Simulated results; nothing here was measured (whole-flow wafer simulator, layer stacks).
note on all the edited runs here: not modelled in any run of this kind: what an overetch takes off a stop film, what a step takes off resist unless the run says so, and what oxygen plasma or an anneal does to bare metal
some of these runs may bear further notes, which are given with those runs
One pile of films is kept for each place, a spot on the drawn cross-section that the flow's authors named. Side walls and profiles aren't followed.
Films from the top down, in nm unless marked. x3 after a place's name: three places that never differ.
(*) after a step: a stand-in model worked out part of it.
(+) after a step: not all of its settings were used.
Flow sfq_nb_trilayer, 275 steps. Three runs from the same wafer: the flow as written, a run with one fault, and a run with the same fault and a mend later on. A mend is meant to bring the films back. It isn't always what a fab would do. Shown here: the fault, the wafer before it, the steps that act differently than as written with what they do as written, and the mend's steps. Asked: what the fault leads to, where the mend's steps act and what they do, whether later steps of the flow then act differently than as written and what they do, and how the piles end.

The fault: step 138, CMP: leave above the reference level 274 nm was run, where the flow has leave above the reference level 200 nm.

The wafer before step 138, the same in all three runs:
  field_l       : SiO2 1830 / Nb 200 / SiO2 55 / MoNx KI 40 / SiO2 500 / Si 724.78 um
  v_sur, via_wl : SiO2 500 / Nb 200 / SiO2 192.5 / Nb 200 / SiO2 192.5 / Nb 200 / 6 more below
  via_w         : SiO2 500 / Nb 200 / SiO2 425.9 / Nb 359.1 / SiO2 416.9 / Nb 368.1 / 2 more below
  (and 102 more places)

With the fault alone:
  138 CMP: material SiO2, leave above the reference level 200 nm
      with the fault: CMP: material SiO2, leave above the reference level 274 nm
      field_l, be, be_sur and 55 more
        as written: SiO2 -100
        with the fault: SiO2 -26
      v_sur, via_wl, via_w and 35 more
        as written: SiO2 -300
        with the fault: SiO2 -226
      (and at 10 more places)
  Later steps of the flow that act differently than as written (6 more steps differ only slightly, by at most 2% or 0.5 nm, whichever is larger, and aren't shown):
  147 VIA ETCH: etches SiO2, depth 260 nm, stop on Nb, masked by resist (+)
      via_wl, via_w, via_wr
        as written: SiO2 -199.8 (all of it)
        with the fault: SiO2 -260
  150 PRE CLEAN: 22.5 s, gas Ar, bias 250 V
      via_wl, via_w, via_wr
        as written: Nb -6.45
        with the fault: SiO2 -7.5
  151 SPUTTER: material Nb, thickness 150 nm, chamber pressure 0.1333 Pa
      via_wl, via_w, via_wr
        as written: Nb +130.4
        with the fault: Nb +123.3 (new film)
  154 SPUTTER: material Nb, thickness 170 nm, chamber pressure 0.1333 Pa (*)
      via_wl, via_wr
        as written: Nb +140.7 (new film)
        with the fault: Nb +103.1 (new film)
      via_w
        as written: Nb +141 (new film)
        with the fault: Nb +136 (new film)
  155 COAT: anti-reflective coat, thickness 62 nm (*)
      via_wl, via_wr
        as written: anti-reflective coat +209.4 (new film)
        with the fault: anti-reflective coat +321.3 (new film)
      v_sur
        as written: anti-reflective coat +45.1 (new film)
        with the fault: anti-reflective coat +42.8 (new film)
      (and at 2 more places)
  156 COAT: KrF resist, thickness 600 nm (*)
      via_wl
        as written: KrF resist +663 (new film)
        with the fault: KrF resist +648.6 (new film)
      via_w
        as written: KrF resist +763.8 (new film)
        with the fault: KrF resist +811.1 (new film)
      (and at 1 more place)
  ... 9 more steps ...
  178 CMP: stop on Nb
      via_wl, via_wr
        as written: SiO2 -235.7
        with the fault: SiO2 -227.2
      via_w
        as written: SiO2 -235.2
        with the fault: SiO2 -227.2
  At the end the piles differ from the flow's by more than 2% or 0.5 nm, whichever is larger, at field_l, v_sur, via_wl and 103 more.
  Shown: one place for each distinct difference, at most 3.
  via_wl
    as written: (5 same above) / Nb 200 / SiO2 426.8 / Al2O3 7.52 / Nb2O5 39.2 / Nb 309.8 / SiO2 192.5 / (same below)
    with the fault: (5 same above) / Nb 200 / SiO2 469.8 / Nb2O5 52.6 / Al2O3 0.96 / Al 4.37 / Nb 123.3 / SiO2 6.34 / Nb 200 / SiO2 192.5 / (same below)
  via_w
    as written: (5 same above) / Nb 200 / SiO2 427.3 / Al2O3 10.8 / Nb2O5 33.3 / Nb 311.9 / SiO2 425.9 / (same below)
    with the fault: (5 same above) / Nb 200 / SiO2 495.5 / Al2O3 10.1 / Nb2O5 34.7 / Nb 110.8 / SiO2 6.34 / Nb 200 / SiO2 425.9 / (same below)
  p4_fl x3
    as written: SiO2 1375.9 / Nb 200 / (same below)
    with the fault: SiO2 1449.9 / Nb 200 / (same below)

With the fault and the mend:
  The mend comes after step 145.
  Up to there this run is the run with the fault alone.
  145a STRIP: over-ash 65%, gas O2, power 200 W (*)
      field_l, v_sur, via_sp and 100 more
        KrF resist -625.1 (all of it), anti-reflective coat -62 (all of it)
      via_wl, via_w, via_wr
        anti-reflective coat -62 (all of it)
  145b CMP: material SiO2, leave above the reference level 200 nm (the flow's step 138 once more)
      field_l, v_sur, via_wl and 103 more
        SiO2 -74
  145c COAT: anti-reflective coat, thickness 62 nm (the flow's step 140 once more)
      field_l, v_sur, via_wl and 103 more
        anti-reflective coat +62 (new film)
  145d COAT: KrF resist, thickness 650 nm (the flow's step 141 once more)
      field_l, v_sur, via_wl and 103 more
        KrF resist +650 (new film)
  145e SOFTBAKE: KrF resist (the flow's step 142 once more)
      changes no film at any place that is followed
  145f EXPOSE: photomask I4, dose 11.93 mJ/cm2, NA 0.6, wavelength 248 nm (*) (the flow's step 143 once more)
      changes no film at any place that is followed
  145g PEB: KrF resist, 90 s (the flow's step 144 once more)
      field_l, v_sur, via_wl and 103 more
        KrF resist -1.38
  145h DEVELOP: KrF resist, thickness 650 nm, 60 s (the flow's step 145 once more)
      field_l, v_sur, via_sp and 100 more
        KrF resist -23.5
      via_wl, via_w, via_wr
        KrF resist -648.6 (all of it)
  No later step of the flow acts differently than as written at any place that is followed.
  At the end the piles are the same as the flow's at every place that both follow.
